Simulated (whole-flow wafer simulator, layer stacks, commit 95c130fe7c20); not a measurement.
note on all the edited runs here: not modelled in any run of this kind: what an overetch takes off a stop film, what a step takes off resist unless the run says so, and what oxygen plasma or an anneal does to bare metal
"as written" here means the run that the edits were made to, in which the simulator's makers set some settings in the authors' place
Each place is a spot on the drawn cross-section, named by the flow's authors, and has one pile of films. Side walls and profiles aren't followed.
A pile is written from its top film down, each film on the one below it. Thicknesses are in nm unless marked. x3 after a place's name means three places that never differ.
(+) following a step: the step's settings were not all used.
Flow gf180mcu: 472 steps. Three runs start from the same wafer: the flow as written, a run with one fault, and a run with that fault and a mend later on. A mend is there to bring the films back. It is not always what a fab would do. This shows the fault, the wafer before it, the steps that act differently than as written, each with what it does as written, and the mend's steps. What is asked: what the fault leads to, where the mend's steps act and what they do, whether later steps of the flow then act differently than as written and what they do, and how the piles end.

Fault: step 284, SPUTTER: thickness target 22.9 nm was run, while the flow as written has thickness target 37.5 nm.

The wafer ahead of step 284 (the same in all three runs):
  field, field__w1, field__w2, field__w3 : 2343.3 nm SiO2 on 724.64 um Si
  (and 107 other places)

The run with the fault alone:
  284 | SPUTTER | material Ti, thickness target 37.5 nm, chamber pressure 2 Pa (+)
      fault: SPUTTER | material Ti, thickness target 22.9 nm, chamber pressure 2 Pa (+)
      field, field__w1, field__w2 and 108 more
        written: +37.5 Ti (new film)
        fault: +22.9 Ti (new film)
  Later steps of the flow acting differently than as written:
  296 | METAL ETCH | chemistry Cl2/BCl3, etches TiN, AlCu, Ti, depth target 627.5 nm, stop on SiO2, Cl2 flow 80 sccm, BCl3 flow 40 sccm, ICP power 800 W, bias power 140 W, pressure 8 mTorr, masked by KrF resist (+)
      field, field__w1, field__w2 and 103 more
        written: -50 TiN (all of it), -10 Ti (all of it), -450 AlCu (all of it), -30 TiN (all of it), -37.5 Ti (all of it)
        fault: -50 TiN (all of it), -10 Ti (all of it), -450 AlCu (all of it), -30 TiN (all of it), -22.9 Ti (all of it)
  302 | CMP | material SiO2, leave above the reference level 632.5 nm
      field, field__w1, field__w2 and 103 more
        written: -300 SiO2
        fault: -314.6 SiO2
  By the end, the piles at field__w8, contact, m1, m1__w1, m1_nw depart from the flow's by more than 2% or 0.5 nm, whichever is larger.
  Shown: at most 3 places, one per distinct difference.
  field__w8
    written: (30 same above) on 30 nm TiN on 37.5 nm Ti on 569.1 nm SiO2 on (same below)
    fault: (30 same above) on 30 nm TiN on 22.9 nm Ti on 569.1 nm SiO2 on (same below)
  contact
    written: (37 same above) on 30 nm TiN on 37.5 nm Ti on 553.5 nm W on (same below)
    fault: (37 same above) on 30 nm TiN on 22.9 nm Ti on 553.5 nm W on (same below)

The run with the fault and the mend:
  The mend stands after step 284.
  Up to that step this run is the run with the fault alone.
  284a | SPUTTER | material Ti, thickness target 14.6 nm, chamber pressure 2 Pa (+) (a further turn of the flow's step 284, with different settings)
      field, field__w1, field__w2 and 108 more
        +14.6 Ti
  None of the later steps of the flow acts differently than as written at any place that is followed.
  By the end, the piles equal the flow's at every place that both follow.
